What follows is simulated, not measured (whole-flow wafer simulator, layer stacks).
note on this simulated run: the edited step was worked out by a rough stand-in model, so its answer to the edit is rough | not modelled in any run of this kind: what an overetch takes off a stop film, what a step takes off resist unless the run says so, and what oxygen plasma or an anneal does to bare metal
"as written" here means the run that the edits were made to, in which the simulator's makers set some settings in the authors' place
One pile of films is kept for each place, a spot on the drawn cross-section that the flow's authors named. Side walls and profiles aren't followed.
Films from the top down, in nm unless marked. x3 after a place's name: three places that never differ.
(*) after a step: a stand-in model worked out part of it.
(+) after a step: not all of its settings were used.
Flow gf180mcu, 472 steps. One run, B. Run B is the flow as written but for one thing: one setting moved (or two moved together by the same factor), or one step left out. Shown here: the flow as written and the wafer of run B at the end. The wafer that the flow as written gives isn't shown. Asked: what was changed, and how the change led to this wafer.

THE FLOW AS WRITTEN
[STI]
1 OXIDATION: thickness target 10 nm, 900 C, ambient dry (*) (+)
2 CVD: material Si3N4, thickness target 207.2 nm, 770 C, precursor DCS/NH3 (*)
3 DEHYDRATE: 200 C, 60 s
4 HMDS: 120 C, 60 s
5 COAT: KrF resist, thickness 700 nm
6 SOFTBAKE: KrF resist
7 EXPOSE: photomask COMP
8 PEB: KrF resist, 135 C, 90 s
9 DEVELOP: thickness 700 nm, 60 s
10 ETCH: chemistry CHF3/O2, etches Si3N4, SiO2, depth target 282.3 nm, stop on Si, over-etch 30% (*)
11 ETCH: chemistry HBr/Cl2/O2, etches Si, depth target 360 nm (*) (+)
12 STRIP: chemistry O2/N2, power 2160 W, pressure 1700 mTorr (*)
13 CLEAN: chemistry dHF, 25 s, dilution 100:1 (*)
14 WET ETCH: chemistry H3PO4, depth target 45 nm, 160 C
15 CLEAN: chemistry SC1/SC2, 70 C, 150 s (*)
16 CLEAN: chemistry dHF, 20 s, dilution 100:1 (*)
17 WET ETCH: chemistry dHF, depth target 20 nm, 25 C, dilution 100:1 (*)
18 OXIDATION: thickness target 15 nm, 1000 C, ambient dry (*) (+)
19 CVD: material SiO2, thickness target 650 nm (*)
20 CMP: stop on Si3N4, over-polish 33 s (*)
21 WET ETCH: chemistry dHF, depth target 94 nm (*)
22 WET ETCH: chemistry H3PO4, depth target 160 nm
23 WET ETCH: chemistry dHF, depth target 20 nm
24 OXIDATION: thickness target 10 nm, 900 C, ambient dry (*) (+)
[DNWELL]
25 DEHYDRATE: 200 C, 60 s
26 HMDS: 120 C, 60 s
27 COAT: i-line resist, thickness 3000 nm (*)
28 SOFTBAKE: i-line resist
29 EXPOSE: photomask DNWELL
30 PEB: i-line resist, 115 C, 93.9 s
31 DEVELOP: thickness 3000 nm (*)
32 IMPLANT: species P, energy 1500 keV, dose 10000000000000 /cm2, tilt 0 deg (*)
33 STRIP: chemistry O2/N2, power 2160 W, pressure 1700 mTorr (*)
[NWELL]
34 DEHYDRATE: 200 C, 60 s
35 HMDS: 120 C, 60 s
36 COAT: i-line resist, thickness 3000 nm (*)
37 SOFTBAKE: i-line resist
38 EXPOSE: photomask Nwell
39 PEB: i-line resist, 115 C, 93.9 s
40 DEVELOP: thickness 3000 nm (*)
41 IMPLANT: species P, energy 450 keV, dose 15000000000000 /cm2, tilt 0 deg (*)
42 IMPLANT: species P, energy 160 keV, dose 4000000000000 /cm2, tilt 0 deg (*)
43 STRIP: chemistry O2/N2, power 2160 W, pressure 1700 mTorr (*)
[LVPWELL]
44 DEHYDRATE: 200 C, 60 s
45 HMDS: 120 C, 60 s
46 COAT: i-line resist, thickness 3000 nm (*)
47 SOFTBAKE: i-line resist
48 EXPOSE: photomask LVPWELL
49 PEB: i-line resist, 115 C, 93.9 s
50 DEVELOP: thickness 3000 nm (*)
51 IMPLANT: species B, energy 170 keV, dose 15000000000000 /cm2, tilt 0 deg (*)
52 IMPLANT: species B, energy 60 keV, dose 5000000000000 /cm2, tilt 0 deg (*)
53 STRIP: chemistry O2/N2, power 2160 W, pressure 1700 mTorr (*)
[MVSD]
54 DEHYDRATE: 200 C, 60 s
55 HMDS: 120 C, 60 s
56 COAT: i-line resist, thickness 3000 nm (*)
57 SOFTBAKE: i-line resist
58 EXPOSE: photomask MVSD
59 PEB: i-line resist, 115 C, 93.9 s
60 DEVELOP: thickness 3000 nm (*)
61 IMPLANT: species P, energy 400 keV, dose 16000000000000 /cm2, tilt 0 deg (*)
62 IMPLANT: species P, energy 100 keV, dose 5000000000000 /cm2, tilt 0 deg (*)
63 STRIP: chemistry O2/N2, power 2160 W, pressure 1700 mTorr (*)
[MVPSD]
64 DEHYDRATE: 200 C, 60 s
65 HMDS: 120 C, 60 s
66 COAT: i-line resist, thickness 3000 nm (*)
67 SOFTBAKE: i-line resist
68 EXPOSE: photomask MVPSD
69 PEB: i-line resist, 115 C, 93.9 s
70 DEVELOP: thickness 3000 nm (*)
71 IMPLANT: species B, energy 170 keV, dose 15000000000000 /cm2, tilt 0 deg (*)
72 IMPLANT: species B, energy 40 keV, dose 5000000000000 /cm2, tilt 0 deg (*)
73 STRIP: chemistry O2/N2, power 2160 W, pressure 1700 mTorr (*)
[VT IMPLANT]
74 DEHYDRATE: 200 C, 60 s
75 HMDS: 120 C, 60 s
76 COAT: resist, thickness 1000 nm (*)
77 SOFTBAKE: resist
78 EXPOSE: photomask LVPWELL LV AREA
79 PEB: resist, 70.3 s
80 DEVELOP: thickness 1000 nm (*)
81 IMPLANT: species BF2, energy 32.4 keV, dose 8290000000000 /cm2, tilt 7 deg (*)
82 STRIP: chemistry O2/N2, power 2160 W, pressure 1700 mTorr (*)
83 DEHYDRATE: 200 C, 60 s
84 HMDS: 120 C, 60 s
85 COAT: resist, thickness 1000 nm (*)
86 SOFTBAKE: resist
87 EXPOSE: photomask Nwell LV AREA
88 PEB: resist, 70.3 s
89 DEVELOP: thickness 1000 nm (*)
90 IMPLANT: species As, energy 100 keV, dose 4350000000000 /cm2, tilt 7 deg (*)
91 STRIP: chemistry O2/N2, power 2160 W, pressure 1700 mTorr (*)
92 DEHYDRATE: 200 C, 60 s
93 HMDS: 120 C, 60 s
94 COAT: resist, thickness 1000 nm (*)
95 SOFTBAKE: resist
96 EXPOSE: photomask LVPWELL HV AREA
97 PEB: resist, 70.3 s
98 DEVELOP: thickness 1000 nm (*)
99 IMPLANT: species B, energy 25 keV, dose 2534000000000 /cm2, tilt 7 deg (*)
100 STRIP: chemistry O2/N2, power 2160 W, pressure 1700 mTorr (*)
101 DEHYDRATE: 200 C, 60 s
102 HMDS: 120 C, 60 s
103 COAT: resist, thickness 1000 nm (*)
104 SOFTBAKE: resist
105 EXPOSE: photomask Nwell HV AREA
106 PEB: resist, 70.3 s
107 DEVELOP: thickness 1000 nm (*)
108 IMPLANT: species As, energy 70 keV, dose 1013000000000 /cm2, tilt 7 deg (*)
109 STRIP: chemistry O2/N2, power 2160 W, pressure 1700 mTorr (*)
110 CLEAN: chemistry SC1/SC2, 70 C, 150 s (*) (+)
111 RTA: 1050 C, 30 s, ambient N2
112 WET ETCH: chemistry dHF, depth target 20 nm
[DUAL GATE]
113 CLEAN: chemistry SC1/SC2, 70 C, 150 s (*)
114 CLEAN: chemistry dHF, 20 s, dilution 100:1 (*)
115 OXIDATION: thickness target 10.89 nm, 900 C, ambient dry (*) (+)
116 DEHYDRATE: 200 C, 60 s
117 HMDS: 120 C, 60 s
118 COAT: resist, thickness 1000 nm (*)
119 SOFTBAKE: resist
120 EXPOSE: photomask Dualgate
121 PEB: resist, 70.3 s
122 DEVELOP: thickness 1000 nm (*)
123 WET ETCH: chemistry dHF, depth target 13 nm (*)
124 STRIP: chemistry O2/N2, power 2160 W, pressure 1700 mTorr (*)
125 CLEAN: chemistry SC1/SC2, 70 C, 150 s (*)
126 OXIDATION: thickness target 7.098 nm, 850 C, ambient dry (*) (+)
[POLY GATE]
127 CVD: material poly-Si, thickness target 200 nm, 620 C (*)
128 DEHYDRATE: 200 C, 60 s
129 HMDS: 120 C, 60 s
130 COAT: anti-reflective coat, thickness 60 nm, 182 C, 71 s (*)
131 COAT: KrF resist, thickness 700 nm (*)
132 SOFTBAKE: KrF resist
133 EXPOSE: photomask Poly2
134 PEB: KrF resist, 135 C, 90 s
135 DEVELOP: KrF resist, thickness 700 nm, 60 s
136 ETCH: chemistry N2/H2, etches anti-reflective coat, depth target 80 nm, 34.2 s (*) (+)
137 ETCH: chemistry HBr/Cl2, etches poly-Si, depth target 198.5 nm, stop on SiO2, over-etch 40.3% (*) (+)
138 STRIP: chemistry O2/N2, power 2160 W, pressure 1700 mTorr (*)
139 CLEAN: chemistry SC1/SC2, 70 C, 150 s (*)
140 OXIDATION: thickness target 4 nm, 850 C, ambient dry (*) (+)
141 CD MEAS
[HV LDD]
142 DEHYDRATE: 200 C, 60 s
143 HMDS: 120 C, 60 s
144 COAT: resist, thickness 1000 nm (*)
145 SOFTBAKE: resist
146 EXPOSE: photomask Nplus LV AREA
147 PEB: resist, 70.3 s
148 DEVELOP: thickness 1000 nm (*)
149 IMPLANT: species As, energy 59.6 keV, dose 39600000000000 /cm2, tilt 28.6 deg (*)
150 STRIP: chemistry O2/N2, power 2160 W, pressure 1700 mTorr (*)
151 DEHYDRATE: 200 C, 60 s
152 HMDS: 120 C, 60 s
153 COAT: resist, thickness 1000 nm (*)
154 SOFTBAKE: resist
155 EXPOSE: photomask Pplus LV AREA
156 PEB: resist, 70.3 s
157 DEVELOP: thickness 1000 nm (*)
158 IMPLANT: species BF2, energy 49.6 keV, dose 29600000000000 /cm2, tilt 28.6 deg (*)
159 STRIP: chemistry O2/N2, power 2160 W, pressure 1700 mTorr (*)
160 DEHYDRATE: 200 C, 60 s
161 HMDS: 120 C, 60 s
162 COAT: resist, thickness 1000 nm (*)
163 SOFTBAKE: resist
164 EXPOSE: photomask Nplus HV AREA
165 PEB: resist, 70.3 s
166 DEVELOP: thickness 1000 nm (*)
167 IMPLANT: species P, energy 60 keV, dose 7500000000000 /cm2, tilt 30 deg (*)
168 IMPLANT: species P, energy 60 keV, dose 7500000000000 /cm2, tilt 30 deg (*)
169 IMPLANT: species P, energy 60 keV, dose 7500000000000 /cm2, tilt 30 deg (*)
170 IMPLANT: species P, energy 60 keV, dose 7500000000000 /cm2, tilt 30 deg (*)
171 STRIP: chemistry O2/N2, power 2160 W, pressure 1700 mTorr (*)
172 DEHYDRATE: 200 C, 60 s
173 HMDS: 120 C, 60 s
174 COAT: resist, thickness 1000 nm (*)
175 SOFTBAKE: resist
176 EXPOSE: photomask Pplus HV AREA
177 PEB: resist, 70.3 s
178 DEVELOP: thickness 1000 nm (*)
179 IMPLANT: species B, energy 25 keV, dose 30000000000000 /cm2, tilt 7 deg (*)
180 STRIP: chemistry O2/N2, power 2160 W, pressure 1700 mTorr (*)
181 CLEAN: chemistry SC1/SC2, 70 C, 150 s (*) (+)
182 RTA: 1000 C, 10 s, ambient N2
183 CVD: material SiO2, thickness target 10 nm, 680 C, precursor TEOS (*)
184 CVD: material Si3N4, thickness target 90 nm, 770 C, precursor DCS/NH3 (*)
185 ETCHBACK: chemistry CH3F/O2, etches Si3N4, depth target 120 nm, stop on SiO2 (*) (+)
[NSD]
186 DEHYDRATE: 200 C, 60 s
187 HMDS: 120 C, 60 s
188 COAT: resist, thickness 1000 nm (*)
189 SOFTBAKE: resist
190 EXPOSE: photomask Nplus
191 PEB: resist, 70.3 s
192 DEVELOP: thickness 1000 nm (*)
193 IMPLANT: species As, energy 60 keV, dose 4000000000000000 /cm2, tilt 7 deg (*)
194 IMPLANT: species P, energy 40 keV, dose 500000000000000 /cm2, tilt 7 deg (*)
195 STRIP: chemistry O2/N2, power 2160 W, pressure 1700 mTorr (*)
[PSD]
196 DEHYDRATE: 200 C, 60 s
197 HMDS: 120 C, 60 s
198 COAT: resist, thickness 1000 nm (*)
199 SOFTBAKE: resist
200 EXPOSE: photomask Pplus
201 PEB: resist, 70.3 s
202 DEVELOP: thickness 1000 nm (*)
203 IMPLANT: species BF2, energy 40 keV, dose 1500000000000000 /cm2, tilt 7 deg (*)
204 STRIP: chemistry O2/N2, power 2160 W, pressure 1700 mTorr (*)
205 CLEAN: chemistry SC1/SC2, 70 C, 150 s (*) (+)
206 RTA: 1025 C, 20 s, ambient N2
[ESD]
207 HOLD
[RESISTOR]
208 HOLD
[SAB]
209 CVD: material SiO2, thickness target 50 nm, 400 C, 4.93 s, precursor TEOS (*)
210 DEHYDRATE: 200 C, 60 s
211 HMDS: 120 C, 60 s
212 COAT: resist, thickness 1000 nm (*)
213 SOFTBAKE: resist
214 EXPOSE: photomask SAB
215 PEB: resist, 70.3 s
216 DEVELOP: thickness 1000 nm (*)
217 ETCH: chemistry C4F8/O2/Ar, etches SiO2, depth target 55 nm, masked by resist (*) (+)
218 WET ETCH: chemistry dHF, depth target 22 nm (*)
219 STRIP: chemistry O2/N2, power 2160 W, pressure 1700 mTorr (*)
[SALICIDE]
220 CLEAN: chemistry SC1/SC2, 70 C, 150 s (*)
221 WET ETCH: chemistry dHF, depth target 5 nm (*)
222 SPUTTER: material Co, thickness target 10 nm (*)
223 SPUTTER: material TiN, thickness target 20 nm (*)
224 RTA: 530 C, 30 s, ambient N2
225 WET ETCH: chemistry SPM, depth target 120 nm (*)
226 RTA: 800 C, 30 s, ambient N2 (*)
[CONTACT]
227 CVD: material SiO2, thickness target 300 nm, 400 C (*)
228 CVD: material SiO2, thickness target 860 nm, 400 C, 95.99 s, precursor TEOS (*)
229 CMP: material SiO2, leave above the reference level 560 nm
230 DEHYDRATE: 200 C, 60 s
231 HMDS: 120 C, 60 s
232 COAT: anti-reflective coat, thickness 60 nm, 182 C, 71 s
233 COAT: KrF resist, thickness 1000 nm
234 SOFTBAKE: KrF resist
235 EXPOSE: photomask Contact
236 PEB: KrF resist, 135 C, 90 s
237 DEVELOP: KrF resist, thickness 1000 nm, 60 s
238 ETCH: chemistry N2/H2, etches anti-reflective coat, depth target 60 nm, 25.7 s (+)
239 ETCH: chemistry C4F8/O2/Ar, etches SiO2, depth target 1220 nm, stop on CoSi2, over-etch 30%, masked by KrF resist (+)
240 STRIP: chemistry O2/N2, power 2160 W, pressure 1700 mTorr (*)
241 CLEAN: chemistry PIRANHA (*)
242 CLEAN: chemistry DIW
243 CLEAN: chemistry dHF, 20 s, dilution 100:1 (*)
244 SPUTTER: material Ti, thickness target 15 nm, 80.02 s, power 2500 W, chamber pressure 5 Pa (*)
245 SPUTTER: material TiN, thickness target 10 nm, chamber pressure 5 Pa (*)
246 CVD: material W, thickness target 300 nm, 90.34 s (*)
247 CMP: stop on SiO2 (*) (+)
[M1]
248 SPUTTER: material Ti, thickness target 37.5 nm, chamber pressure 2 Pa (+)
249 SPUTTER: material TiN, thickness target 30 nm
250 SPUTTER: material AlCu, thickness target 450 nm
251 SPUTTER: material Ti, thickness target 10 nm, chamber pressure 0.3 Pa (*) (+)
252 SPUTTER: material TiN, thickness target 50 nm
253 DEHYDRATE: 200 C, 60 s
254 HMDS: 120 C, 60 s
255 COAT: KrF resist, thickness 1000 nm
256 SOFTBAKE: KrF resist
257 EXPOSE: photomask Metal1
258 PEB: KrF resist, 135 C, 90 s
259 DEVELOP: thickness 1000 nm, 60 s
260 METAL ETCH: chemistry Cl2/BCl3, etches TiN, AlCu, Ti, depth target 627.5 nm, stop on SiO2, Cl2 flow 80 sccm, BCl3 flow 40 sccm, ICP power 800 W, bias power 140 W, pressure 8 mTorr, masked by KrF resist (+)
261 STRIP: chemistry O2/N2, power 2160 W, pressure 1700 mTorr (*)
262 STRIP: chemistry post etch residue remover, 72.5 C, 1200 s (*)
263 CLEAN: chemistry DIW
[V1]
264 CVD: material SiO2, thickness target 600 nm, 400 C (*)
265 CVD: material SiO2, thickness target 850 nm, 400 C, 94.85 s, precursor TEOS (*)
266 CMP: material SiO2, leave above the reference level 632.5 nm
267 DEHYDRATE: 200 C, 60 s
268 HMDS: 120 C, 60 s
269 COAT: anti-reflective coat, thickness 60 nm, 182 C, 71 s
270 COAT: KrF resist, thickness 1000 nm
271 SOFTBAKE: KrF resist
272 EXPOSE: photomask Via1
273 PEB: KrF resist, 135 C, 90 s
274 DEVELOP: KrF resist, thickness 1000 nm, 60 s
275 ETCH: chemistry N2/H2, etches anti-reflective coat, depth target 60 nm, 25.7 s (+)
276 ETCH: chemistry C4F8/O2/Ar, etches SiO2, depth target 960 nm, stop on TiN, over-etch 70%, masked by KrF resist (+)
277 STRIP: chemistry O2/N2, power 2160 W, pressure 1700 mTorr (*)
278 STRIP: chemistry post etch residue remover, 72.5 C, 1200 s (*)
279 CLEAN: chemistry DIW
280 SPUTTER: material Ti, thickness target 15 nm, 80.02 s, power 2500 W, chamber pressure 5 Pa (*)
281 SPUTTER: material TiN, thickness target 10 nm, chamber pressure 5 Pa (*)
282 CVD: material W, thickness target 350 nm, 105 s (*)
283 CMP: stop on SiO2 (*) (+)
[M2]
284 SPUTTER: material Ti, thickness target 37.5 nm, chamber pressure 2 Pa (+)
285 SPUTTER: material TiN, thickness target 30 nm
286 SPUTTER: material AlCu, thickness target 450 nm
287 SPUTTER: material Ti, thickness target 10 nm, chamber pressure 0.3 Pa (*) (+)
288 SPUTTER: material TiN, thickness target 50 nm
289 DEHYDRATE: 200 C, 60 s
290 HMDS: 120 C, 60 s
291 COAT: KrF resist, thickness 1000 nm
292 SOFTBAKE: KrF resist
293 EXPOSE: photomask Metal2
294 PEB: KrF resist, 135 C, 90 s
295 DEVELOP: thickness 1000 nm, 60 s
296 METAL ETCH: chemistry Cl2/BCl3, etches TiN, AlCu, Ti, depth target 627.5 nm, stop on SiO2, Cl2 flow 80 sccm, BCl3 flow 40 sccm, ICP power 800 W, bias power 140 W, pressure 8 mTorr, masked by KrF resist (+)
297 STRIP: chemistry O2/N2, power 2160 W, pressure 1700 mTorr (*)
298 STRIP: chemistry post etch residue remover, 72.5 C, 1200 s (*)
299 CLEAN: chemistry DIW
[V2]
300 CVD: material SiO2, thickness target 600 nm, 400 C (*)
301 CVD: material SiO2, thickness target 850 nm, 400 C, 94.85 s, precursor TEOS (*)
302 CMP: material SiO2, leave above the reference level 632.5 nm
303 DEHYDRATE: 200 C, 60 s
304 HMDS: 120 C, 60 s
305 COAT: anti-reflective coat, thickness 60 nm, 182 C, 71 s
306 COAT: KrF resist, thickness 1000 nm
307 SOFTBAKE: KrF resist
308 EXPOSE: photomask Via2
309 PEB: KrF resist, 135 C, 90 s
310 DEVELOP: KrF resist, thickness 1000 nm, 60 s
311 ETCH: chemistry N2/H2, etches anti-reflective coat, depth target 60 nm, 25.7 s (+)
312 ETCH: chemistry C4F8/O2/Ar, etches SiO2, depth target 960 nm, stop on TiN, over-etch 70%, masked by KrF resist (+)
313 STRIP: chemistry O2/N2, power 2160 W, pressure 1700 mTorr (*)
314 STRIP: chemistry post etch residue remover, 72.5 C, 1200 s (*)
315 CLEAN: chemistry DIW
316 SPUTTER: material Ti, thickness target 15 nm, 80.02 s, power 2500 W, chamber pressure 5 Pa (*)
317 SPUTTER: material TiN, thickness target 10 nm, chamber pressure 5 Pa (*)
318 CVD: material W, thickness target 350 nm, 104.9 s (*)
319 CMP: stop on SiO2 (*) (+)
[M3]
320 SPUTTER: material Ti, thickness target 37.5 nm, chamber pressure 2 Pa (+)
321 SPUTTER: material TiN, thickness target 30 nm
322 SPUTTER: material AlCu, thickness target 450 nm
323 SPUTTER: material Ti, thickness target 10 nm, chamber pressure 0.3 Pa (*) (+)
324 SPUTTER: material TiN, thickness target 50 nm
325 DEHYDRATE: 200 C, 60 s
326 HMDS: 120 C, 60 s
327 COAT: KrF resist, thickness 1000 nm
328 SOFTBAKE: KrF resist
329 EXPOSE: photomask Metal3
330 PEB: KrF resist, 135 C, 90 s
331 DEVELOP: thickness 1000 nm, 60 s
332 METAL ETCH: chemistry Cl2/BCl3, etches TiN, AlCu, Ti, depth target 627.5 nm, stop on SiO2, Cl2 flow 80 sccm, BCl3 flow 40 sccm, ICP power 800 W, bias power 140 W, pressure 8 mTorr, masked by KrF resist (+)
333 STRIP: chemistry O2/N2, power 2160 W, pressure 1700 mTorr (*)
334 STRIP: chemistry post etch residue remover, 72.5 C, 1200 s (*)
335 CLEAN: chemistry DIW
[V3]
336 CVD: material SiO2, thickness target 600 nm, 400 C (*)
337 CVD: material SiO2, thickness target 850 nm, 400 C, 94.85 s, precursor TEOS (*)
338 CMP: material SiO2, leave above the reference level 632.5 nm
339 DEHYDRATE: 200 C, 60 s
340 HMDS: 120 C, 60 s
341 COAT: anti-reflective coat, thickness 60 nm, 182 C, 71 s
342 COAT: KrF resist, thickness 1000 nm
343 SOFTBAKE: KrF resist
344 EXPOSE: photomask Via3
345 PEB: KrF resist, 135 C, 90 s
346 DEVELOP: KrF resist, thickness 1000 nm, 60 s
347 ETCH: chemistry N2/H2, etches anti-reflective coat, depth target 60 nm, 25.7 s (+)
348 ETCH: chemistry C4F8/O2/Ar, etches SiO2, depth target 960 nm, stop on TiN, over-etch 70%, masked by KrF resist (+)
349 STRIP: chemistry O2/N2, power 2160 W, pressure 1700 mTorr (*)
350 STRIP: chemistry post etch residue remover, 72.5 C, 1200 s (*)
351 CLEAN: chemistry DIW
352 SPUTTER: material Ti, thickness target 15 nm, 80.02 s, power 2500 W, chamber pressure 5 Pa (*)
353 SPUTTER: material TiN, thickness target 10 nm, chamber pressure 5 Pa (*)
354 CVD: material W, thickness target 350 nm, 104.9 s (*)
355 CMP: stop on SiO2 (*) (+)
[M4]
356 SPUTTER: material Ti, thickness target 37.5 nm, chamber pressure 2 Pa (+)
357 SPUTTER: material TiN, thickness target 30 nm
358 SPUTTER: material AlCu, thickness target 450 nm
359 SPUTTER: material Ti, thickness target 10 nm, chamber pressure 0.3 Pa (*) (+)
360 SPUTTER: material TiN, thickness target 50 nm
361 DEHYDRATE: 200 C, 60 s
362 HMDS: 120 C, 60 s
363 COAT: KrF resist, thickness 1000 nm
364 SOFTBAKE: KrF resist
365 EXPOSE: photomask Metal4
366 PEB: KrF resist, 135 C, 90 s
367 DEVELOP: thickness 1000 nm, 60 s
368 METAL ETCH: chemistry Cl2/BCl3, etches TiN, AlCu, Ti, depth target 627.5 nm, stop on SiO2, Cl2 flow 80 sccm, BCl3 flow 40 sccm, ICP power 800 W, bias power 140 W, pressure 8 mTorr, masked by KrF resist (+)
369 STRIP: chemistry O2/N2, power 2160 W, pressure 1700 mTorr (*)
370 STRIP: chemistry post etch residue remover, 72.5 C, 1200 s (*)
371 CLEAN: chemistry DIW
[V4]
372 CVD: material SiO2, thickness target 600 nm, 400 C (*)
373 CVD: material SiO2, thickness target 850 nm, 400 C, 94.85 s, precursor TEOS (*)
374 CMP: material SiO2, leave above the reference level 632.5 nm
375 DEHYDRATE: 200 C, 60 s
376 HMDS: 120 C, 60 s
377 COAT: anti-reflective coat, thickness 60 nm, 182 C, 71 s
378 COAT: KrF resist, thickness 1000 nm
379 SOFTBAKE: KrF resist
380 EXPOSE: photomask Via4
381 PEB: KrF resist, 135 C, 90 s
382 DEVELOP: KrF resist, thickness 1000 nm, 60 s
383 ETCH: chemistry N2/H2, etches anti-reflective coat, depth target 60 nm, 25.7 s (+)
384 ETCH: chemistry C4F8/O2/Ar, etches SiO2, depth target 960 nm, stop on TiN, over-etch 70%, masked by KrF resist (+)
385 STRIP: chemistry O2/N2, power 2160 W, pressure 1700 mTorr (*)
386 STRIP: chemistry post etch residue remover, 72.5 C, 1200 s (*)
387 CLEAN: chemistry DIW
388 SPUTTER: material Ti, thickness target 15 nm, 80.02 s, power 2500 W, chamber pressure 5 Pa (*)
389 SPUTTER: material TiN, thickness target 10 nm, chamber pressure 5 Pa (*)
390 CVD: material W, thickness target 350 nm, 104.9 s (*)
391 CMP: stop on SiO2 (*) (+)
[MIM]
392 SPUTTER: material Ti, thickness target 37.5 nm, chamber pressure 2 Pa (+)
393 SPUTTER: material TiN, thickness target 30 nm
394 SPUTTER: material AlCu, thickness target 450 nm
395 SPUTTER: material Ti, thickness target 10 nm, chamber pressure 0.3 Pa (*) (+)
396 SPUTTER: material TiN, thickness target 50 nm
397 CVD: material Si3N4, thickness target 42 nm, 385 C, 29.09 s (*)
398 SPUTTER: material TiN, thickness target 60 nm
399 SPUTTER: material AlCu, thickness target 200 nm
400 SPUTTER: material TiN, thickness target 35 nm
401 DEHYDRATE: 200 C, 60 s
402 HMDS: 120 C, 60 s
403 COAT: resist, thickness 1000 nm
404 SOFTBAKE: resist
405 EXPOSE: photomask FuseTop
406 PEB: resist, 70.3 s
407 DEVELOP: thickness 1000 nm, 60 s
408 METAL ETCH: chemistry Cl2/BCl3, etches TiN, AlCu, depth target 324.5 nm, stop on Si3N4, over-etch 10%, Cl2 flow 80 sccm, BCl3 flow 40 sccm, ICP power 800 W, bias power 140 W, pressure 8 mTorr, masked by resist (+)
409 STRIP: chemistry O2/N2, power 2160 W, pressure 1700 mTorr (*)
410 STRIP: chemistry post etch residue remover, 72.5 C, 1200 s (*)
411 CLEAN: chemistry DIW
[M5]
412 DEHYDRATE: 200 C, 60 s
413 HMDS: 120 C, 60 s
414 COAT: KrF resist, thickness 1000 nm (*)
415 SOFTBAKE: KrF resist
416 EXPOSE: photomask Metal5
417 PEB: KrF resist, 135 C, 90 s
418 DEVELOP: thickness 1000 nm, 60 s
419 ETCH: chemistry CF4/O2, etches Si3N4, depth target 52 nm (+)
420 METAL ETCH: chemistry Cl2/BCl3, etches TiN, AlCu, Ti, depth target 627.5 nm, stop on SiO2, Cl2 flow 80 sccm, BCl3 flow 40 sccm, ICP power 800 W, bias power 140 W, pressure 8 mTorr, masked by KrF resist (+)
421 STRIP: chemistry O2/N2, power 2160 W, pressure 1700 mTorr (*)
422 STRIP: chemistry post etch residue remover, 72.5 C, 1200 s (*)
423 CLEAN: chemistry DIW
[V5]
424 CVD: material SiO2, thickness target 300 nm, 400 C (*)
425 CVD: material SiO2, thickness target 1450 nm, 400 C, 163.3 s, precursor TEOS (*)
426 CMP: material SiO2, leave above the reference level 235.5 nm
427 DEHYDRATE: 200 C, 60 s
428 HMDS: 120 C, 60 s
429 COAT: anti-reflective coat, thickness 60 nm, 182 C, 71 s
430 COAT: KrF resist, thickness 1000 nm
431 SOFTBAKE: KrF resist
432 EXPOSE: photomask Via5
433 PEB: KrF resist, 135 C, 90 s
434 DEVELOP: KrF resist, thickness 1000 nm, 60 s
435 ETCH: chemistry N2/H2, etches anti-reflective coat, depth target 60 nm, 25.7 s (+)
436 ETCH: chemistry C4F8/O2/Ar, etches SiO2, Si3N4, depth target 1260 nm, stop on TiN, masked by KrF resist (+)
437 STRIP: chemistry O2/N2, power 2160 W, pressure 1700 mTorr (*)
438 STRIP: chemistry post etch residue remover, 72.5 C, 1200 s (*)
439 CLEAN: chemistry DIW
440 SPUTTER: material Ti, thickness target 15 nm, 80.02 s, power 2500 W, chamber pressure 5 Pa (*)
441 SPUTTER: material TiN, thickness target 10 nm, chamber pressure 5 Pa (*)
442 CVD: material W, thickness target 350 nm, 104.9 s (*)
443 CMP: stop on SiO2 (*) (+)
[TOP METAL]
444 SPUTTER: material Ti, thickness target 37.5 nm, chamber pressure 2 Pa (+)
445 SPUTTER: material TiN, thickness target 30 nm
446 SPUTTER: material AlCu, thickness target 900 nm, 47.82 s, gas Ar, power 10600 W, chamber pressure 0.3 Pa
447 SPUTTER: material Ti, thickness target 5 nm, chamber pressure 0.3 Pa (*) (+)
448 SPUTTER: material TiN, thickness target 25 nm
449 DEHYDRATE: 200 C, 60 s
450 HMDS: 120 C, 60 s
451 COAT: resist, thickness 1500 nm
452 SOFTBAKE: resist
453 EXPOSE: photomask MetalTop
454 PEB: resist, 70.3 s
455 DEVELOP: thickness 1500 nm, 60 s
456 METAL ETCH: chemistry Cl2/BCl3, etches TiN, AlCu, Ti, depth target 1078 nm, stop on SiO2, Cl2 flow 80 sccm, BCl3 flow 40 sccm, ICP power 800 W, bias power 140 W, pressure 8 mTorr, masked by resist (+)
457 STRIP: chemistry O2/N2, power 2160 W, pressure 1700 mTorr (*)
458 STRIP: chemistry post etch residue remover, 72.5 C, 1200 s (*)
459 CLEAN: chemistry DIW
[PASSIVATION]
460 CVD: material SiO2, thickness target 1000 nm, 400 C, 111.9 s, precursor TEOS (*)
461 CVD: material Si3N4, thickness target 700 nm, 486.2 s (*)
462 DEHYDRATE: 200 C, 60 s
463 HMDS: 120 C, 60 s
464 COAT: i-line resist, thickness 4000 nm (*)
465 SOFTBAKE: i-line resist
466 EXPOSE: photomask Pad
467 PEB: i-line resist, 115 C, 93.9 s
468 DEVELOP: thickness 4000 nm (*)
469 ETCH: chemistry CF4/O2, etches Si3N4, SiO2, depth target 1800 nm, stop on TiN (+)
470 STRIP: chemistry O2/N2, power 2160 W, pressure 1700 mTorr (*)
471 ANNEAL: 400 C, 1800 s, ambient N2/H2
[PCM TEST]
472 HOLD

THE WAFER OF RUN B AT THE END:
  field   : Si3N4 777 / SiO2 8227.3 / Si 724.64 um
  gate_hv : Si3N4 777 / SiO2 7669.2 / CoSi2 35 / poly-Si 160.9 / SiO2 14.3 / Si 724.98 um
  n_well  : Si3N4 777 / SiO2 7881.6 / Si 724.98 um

The cause: step 461, CVD: thickness target 777 nm was run, where the flow has thickness target 700 nm; step 461, CVD: 539.7 s was run, where the flow has 486.2 s.
It can be read off the wafer: field has Si3N4 777, and step 461 as written asks for 700 nm.

How the change led to this, step by step:
  461 CVD: material Si3N4, thickness target 700 nm, 486.2 s (*)
      field, field__w1, field__w2 and 109 more: Si3N4 +777 (new film) (as written it would be: Si3N4 +700 (new film))
  469 ETCH: chemistry CF4/O2, etches Si3N4, SiO2, depth target 1800 nm, stop on TiN (+)
      pad: Si3N4 -777 (all of it), SiO2 -1000 (all of it) (as written it would be: Si3N4 -700 (all of it), SiO2 -1000 (all of it))
